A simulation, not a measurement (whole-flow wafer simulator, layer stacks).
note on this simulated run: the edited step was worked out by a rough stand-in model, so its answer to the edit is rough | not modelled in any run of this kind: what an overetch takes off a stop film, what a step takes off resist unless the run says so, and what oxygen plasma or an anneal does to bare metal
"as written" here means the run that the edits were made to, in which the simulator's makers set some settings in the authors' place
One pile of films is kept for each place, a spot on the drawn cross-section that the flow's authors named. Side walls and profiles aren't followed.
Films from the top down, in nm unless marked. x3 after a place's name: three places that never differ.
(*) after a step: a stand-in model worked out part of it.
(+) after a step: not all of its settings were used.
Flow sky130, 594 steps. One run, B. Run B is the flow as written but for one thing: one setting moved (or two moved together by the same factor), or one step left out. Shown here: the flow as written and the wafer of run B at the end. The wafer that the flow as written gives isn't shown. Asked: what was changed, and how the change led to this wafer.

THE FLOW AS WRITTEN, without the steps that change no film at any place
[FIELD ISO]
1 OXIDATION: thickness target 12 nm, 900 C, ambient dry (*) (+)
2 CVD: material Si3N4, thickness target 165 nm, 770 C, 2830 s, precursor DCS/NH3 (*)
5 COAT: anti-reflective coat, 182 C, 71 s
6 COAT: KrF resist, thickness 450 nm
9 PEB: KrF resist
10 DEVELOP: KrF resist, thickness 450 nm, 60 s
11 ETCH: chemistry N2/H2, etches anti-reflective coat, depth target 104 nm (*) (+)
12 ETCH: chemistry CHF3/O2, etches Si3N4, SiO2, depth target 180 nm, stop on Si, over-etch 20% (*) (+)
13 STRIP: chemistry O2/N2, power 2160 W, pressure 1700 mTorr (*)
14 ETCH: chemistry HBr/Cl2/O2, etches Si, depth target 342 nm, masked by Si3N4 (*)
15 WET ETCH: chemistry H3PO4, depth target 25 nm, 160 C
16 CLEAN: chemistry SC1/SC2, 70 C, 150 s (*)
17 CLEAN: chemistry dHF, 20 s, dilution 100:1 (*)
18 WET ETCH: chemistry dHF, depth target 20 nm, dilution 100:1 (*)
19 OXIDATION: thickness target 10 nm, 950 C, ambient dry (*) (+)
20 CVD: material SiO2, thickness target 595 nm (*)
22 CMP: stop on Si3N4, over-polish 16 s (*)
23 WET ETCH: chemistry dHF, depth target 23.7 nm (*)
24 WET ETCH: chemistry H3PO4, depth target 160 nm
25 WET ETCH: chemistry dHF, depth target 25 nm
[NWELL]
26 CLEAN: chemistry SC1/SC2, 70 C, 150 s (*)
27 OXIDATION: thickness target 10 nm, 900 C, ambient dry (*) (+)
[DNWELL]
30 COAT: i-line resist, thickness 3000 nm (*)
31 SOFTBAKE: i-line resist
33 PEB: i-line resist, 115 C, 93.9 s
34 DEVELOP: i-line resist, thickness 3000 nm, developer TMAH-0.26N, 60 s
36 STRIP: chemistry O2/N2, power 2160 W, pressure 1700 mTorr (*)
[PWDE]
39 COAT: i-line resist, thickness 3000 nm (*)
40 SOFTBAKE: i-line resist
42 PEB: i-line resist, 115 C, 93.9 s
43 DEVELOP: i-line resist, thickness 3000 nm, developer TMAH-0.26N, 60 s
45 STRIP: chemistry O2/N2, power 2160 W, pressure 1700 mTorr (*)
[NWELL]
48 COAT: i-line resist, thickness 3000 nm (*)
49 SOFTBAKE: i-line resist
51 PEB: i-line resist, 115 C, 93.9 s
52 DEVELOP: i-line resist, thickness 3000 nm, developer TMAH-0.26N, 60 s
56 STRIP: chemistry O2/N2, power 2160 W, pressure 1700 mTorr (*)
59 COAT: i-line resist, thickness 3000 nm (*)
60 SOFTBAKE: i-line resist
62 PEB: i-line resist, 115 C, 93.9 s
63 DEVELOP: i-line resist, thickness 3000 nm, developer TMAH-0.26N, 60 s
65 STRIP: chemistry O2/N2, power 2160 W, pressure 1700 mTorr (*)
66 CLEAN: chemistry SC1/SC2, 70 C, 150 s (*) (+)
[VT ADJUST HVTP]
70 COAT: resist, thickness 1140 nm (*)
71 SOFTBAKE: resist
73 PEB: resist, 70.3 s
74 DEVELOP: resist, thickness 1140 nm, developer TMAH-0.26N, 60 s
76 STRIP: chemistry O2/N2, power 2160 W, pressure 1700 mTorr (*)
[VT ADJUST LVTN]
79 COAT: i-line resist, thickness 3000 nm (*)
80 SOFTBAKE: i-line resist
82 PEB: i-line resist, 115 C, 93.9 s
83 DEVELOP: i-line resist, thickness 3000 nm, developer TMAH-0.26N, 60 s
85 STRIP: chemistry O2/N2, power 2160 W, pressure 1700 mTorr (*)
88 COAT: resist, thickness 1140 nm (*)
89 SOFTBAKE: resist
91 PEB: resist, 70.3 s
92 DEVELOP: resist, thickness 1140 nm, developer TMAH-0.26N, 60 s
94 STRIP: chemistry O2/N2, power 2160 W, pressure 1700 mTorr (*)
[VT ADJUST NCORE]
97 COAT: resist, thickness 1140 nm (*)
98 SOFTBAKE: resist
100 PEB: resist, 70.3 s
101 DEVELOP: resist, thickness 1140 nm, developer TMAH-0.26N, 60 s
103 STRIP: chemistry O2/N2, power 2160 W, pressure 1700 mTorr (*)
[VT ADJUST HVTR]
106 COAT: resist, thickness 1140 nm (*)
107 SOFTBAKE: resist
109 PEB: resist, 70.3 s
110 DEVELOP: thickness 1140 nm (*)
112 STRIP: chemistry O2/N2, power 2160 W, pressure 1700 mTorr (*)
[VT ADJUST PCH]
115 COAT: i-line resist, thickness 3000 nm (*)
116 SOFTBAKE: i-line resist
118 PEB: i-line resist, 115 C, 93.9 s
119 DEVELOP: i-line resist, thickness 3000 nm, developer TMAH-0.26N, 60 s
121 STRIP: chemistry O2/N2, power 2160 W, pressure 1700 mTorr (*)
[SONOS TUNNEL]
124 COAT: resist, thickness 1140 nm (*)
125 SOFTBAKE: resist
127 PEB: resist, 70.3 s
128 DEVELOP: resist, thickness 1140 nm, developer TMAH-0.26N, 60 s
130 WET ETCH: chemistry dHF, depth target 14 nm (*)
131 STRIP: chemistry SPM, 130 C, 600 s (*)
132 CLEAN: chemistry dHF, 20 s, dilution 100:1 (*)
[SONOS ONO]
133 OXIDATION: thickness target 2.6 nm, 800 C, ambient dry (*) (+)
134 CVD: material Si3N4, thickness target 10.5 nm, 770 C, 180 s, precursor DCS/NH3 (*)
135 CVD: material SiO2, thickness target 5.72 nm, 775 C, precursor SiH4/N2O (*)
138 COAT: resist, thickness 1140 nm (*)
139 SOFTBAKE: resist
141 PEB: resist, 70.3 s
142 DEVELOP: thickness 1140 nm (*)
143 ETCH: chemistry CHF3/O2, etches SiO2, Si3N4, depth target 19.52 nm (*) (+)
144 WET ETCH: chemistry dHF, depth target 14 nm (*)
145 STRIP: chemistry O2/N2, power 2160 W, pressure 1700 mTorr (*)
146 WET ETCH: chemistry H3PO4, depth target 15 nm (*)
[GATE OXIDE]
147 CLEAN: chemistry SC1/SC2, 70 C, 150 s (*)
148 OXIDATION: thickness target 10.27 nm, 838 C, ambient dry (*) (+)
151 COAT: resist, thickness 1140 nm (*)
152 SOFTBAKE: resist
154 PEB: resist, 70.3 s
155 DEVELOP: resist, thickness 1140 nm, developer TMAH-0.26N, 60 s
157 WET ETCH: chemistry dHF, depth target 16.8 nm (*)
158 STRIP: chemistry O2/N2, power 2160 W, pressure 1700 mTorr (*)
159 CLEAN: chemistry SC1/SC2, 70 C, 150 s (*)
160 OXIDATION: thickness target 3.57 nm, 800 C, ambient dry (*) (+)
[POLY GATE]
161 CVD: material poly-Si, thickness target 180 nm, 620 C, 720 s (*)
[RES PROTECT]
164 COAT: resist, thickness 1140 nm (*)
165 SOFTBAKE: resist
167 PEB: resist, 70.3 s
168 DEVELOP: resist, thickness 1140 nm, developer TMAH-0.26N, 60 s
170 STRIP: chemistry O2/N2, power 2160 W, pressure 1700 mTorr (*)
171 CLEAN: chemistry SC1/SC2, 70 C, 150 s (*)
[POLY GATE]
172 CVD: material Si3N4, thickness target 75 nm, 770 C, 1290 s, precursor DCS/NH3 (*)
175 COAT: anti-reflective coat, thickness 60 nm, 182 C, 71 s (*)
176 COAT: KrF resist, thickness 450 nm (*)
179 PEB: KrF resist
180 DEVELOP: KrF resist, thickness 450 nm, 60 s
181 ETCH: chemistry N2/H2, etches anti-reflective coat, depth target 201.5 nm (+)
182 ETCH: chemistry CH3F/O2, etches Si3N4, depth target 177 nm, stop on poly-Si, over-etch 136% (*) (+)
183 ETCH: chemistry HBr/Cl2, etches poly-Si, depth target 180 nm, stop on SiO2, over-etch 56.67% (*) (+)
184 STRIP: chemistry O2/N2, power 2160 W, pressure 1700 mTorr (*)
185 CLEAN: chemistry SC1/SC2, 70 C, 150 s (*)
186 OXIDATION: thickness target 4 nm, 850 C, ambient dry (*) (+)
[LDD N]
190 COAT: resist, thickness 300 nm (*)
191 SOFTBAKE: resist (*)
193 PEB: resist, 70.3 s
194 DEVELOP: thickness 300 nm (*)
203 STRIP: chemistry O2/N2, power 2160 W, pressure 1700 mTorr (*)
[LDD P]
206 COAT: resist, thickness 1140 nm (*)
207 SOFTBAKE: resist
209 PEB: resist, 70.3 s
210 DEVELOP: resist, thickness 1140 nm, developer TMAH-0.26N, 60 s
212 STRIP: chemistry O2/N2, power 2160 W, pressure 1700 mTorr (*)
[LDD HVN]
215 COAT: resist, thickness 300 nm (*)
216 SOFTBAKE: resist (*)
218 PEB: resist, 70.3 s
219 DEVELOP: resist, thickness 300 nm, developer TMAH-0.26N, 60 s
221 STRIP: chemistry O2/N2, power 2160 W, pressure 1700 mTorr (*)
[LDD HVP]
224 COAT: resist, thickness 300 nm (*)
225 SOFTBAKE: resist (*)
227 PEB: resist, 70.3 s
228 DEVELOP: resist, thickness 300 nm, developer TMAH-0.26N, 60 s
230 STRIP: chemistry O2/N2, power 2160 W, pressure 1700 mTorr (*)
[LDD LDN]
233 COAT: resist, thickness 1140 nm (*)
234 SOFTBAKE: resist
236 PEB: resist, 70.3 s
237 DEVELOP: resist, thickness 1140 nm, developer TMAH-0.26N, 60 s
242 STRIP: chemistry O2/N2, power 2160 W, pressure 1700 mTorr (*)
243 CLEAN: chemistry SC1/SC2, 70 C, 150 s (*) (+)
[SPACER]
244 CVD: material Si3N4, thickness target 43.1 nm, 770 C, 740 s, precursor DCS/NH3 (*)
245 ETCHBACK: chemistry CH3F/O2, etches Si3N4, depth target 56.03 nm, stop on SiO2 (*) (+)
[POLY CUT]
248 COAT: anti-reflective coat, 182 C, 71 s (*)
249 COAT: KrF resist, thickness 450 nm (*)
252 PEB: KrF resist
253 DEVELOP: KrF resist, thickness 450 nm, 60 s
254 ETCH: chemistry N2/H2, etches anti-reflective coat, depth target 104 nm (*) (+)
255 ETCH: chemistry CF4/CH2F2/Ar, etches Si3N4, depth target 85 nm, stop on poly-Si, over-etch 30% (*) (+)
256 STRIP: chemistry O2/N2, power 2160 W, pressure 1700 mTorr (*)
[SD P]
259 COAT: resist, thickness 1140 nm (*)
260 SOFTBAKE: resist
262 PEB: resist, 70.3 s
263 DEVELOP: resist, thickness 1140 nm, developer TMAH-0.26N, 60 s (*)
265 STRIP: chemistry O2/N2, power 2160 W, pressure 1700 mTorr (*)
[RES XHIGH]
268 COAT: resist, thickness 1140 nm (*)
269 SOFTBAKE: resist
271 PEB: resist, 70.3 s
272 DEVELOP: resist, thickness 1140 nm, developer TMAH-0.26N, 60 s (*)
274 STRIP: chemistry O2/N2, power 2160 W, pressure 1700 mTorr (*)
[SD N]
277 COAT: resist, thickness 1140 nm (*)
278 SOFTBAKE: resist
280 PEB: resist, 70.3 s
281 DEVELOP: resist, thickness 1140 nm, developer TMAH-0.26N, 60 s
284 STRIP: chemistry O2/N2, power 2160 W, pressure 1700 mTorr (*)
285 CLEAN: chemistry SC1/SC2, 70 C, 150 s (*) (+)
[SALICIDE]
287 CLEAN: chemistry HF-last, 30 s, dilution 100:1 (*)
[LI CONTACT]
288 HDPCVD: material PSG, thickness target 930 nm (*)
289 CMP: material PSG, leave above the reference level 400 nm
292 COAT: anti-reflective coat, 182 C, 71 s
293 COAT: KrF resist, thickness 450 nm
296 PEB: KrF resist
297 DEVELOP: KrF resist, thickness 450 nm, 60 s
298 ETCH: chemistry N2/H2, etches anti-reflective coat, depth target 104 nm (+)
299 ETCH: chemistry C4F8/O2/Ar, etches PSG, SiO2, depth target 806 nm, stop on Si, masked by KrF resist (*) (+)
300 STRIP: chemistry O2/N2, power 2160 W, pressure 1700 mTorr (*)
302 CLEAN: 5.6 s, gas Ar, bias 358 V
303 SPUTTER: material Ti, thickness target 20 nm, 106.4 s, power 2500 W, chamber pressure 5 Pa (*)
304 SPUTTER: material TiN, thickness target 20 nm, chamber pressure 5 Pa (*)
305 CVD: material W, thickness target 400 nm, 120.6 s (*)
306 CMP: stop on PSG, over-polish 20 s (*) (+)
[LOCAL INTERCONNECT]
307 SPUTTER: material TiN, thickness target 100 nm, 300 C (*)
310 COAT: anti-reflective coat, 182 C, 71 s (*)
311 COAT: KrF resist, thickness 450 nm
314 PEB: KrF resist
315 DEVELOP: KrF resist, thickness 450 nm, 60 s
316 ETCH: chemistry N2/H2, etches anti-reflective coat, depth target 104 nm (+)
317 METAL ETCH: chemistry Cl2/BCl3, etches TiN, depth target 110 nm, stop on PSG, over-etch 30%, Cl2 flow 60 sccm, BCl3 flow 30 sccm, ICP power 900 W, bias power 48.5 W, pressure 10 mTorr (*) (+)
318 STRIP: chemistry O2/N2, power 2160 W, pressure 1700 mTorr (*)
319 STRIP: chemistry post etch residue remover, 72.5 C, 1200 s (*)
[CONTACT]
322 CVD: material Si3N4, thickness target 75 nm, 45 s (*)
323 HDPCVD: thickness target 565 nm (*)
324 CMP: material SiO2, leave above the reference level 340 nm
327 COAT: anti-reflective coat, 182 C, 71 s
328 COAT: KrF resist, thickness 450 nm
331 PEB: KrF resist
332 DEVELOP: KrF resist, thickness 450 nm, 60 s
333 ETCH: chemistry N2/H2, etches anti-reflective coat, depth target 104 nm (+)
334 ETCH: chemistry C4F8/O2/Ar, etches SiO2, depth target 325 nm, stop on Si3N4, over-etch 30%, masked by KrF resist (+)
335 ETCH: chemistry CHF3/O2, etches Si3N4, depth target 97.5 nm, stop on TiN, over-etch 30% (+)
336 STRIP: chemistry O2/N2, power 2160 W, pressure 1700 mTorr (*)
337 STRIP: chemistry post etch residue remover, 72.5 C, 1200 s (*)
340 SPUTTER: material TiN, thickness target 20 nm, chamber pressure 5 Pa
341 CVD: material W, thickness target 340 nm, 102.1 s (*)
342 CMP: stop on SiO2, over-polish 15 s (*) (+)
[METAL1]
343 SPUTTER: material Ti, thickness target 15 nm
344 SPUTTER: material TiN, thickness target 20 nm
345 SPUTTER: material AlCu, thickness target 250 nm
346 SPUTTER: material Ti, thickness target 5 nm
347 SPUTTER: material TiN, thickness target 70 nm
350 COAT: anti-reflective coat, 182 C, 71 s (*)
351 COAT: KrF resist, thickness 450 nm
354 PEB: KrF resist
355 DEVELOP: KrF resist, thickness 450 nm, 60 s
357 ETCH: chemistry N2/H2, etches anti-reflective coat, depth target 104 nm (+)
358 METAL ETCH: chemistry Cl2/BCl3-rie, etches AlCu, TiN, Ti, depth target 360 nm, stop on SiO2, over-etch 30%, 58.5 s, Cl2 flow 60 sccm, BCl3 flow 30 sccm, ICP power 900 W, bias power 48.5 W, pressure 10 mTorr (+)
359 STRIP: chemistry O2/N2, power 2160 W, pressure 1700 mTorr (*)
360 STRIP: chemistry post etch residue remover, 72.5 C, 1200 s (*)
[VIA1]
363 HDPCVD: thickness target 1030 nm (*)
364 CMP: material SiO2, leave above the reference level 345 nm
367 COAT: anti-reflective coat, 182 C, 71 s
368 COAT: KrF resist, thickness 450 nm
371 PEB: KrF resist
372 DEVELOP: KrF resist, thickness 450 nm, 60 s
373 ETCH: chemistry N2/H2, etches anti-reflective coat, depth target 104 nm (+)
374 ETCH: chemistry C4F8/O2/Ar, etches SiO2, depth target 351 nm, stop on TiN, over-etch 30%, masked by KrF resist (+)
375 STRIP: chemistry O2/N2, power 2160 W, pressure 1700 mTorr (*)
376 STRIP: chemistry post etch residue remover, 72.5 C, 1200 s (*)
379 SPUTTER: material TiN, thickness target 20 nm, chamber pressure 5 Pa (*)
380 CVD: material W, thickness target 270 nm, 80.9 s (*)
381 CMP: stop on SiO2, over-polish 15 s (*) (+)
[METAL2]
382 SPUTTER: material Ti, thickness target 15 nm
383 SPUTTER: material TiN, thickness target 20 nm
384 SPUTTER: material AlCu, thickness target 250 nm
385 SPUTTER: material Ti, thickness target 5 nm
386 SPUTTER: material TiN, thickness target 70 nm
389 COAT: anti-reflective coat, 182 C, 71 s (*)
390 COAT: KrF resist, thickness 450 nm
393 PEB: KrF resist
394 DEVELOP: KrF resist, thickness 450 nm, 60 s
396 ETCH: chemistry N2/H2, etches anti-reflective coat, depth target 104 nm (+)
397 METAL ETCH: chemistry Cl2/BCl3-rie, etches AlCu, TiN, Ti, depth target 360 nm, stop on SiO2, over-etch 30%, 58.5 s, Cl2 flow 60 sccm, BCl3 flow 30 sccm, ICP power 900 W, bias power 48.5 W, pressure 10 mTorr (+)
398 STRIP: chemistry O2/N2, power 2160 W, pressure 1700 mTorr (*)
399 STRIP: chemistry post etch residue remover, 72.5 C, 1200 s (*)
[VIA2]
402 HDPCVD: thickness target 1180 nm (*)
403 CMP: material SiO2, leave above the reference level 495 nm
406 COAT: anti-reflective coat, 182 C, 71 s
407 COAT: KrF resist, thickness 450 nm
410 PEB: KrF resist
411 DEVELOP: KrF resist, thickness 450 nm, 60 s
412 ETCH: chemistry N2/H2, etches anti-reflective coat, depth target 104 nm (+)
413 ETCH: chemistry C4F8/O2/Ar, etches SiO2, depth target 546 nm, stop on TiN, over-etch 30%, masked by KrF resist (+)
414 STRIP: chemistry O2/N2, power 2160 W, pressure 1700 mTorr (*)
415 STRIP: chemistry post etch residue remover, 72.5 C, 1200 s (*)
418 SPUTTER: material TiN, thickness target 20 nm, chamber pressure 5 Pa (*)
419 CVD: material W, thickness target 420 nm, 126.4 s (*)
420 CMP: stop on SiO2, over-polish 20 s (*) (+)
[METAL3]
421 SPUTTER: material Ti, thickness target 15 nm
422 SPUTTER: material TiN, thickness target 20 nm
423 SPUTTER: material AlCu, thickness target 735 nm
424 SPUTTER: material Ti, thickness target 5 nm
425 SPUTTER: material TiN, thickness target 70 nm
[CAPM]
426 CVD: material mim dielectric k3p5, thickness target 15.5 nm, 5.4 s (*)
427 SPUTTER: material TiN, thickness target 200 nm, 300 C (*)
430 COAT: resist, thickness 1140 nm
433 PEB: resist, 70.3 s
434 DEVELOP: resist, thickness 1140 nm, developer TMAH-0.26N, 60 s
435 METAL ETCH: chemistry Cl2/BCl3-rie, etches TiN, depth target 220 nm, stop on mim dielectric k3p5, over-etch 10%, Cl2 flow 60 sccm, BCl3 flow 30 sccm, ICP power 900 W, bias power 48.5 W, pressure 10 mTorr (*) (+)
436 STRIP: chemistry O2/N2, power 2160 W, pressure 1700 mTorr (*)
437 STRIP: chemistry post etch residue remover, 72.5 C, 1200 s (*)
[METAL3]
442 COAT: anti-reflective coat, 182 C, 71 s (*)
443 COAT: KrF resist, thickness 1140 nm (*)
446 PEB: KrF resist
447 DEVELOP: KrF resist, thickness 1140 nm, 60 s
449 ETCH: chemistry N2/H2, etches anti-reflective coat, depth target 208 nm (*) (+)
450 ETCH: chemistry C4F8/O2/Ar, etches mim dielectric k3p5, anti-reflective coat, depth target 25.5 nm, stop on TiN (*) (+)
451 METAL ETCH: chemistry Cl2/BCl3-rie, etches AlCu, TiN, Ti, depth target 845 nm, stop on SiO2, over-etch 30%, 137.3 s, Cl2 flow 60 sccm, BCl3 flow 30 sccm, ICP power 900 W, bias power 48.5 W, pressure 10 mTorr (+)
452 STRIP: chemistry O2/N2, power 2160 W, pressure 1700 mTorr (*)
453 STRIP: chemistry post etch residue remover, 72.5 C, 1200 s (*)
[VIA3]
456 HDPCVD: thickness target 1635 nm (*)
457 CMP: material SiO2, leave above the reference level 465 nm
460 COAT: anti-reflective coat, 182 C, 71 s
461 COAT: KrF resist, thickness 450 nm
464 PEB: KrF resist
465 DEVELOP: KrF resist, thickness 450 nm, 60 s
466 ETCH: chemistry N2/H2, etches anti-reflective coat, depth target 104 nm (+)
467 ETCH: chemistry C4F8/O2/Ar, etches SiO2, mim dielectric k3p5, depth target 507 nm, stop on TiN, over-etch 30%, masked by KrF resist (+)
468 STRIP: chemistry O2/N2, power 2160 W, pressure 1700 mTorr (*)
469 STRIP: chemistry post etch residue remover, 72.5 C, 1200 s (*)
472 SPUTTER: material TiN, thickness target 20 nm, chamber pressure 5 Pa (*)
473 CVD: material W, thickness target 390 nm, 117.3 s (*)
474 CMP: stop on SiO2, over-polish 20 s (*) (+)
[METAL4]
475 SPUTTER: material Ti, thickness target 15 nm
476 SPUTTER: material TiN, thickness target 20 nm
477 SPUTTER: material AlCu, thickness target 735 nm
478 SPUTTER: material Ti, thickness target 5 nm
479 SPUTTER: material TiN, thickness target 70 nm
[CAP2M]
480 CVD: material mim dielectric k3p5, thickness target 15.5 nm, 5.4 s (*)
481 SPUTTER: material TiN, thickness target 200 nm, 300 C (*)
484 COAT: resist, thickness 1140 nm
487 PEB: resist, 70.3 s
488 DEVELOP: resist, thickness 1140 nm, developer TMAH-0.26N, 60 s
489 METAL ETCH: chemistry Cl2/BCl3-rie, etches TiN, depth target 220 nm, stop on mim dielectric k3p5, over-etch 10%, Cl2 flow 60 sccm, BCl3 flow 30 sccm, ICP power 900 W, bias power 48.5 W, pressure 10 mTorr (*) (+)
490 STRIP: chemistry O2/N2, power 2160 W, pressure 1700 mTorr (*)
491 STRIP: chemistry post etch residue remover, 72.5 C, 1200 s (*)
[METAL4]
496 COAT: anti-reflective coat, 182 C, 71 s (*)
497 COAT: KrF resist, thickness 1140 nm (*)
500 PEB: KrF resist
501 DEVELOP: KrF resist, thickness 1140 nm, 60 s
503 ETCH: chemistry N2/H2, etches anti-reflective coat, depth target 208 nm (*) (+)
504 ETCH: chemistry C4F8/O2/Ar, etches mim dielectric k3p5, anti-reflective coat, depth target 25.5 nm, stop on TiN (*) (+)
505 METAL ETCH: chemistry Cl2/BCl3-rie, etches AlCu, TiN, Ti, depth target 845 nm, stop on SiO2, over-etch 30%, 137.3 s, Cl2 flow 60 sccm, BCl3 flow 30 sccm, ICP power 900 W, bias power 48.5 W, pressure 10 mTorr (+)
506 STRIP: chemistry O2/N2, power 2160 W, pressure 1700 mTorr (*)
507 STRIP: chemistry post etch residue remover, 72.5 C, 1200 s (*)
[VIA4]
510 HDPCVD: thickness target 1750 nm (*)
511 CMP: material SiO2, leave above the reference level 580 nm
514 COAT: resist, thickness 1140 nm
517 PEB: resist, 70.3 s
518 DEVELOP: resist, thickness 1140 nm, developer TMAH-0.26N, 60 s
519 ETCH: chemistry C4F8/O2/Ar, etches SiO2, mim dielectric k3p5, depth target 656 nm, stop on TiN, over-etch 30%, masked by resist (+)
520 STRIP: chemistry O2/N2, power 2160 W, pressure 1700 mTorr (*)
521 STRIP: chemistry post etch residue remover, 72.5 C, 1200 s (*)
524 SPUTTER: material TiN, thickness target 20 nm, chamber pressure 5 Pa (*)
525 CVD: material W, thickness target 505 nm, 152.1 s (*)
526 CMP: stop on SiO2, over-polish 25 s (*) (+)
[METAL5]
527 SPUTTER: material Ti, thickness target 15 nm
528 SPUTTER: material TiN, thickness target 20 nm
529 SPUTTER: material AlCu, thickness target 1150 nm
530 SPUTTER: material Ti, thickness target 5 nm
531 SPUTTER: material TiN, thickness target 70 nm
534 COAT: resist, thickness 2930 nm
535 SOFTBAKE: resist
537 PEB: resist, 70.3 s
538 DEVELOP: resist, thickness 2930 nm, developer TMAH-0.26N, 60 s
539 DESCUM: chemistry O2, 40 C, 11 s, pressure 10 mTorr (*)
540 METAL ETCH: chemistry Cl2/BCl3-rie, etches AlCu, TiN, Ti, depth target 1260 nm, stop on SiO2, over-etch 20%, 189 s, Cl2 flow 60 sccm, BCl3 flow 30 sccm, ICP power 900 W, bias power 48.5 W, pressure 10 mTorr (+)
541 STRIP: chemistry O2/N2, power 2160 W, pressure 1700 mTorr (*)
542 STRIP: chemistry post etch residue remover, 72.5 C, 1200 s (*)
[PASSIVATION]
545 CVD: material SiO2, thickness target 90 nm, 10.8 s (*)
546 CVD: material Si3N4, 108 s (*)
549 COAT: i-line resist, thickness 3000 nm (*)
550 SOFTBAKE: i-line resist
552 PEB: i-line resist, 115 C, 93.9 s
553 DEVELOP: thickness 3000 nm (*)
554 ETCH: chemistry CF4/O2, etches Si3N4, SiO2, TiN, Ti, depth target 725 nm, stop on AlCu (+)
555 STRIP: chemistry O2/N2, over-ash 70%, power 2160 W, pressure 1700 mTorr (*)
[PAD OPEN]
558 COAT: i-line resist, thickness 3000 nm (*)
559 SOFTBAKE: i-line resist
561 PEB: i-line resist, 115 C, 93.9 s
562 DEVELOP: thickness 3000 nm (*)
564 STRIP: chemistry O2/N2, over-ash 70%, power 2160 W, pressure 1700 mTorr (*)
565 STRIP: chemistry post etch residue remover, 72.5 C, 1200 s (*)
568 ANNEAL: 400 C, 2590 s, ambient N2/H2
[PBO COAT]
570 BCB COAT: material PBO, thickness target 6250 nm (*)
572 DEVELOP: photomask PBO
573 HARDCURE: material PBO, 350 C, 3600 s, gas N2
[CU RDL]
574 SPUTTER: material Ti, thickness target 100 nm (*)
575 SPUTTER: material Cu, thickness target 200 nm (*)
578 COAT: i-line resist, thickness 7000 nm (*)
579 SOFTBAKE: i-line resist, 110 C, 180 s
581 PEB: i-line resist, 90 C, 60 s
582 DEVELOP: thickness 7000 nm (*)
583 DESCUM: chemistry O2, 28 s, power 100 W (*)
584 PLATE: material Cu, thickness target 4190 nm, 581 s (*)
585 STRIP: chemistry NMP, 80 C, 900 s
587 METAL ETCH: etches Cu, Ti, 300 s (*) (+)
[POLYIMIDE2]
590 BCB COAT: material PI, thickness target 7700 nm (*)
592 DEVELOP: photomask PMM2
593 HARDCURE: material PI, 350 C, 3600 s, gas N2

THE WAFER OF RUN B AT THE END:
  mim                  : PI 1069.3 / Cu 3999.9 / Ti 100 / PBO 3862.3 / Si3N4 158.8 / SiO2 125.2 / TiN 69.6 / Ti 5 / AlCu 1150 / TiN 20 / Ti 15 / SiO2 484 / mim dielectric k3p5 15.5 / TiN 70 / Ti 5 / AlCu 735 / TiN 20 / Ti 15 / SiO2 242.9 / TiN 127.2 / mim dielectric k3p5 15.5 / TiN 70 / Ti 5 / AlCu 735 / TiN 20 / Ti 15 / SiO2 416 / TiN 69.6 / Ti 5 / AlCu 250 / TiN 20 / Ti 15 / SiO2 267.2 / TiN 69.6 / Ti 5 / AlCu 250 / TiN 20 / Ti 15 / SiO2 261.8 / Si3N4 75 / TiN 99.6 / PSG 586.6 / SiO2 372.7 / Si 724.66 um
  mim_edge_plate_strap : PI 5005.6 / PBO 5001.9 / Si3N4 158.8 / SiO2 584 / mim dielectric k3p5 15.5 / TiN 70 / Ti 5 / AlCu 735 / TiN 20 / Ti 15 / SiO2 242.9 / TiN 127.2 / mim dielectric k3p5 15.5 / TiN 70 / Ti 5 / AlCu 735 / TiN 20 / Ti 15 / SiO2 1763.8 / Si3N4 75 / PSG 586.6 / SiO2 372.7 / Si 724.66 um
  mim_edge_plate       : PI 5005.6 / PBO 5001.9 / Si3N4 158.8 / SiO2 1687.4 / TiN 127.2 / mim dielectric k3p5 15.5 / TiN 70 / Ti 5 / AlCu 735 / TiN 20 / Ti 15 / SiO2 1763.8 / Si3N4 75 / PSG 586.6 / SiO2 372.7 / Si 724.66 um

The cause: step 427, SPUTTER: thickness target 128 nm was run, where the flow has thickness target 200 nm.

How the change led to this, step by step:
  427 SPUTTER: material TiN, thickness target 200 nm, 300 C (*)
      field, active, n_well and 188 more: TiN +128 (new film) (as written it would be: TiN +200 (new film))
  435 METAL ETCH: chemistry Cl2/BCl3-rie, etches TiN, depth target 220 nm, stop on mim dielectric k3p5, over-etch 10%, Cl2 flow 60 sccm, BCl3 flow 30 sccm, ICP power 900 W, bias power 48.5 W, pressure 10 mTorr (*) (+)
      field, active, n_well and 185 more: TiN -128 (all of it) (as written it would be: TiN -200 (all of it))
      mim, mim_edge_plate_strap, mim_edge_plate: resist -93.9 (as written it would be: resist -146.7)
  436 STRIP: chemistry O2/N2, power 2160 W, pressure 1700 mTorr (*)
      mim, mim_edge_plate_strap, mim_edge_plate: resist -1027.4 (all of it) (as written it would be: resist -974.6 (all of it))
  442 COAT: anti-reflective coat, 182 C, 71 s (*)
      poly_licon, rpo_hd_licon: anti-reflective coat +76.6 (new film) (as written it would be: anti-reflective coat +57.6 (new film))
      mim: anti-reflective coat +29.6 (new film) (as written it would be: anti-reflective coat +40.4 (new film))
      (and at 6 more places)
  443 COAT: KrF resist, thickness 1140 nm (*)
      mim_edge_plate_strap, mim_edge_plate: KrF resist +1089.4 (new film) (as written it would be: KrF resist +1017.4 (new film))
      mim: KrF resist +1086.7 (new film) (as written it would be: KrF resist +1025.5 (new film))
      (and at 2 more places)
  449 ETCH: chemistry N2/H2, etches anti-reflective coat, depth target 208 nm (*) (+)
      poly_licon, rpo_hd_licon: anti-reflective coat -76.6 (all of it) (as written it would be: anti-reflective coat -57.6 (all of it))
      rpo_hd: anti-reflective coat -73.7 (all of it) (as written it would be: anti-reflective coat -62 (all of it))
      (and at 2 more places)
  452 STRIP: chemistry O2/N2, power 2160 W, pressure 1700 mTorr (*)
      mim_edge_plate_strap, mim_edge_plate: KrF resist -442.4 (all of it), anti-reflective coat -3 (all of it) (as written it would be: KrF resist -370.5 (all of it), anti-reflective coat -3 (all of it))
      mim: KrF resist -439.8 (all of it), anti-reflective coat -29.6 (all of it) (as written it would be: KrF resist -378.7 (all of it), anti-reflective coat -40.4 (all of it))
      (and at 3 more places)
  457 CMP: material SiO2, leave above the reference level 465 nm
      mim, mim_edge_plate_strap, mim_edge_plate: SiO2 -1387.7 (as written it would be: SiO2 -1459.7)
